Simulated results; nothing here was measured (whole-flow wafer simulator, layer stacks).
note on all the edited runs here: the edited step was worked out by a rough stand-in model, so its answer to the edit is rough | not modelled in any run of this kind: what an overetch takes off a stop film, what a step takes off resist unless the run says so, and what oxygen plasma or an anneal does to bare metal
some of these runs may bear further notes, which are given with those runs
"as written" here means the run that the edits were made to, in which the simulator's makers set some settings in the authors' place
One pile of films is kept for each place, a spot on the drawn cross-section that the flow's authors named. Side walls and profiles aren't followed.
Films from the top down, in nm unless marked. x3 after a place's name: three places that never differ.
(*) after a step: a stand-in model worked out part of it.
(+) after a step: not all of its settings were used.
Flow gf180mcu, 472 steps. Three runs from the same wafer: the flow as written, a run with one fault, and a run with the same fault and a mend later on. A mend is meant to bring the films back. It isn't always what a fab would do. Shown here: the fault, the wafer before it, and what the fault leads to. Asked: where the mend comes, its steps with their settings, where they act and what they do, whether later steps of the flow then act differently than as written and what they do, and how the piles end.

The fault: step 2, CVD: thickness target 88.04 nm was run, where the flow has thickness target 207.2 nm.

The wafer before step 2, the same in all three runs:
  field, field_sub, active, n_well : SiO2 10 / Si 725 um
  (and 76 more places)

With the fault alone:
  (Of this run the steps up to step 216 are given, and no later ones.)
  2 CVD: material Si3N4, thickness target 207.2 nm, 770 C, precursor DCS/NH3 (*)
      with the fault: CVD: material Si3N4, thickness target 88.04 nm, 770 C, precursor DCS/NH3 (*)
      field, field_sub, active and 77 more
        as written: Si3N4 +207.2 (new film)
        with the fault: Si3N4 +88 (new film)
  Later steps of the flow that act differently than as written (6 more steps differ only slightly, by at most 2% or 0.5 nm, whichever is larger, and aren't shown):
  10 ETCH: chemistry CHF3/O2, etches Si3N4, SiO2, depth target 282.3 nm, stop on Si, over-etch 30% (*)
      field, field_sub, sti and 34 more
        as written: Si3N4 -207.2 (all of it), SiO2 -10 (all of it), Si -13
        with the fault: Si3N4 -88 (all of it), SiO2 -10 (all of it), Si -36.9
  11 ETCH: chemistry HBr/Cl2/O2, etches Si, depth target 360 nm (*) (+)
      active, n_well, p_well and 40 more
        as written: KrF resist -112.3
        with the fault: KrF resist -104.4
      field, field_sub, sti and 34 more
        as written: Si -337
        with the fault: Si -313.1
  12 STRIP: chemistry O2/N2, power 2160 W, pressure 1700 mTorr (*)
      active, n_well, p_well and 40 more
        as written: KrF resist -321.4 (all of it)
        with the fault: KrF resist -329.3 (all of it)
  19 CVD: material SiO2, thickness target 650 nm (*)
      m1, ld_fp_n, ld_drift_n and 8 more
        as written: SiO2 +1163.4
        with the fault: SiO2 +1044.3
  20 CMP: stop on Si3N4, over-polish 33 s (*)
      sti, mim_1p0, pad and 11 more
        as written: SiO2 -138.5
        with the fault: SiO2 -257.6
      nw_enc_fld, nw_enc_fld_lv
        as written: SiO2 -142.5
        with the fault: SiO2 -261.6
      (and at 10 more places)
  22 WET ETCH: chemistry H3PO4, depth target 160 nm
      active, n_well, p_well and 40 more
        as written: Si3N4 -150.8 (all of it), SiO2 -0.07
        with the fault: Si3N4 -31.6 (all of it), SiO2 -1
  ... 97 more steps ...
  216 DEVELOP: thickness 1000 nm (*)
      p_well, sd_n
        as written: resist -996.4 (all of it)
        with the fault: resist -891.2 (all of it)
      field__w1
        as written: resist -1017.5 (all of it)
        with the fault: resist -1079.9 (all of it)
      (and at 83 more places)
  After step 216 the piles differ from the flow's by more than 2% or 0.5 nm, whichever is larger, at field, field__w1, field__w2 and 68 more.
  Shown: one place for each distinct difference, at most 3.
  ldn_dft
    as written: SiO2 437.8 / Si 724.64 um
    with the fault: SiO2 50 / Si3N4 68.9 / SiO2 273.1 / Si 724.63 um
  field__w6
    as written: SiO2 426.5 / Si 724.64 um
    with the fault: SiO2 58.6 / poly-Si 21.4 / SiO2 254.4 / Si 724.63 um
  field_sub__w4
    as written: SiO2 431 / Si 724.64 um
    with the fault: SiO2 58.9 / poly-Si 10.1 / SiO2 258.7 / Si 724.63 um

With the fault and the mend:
  The mend comes after step 9.
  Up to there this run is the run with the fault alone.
  9a STRIP: chemistry O2/N2, power 2160 W, pressure 1700 mTorr (*)
      active, n_well, p_well and 40 more
        KrF resist -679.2 (all of it)
  9b CVD: material Si3N4, thickness target 119.1 nm, 770 C, precursor DCS/NH3 (*) (the flow's step 2 once more, with other settings)
      field, field_sub, active and 77 more
        Si3N4 +119.1
  9c HMDS: 120 C, 60 s (the flow's step 4 once more)
      changes no film at any place that is followed
  9d COAT: KrF resist, thickness 700 nm (the flow's step 5 once more)
      field, field_sub, active and 77 more
        KrF resist +700 (new film)
  9e SOFTBAKE: KrF resist (the flow's step 6 once more)
      changes no film at any place that is followed
  9f EXPOSE: photomask COMP (the flow's step 7 once more)
      changes no film at any place that is followed
  9g PEB: KrF resist, 135 C, 90 s (the flow's step 8 once more)
      field, field_sub, active and 77 more
        KrF resist -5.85
  9h DEVELOP: thickness 700 nm, 60 s (the flow's step 9 once more)
      active, n_well, p_well and 40 more
        KrF resist -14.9
      field, field_sub, sti and 34 more
        KrF resist -694.2 (all of it)
  No later step of the flow acts differently than as written, at any place that is followed, by more than 2% or 0.5 nm, whichever is larger.
  At the end the piles are the same as the flow's at every place that both follow.
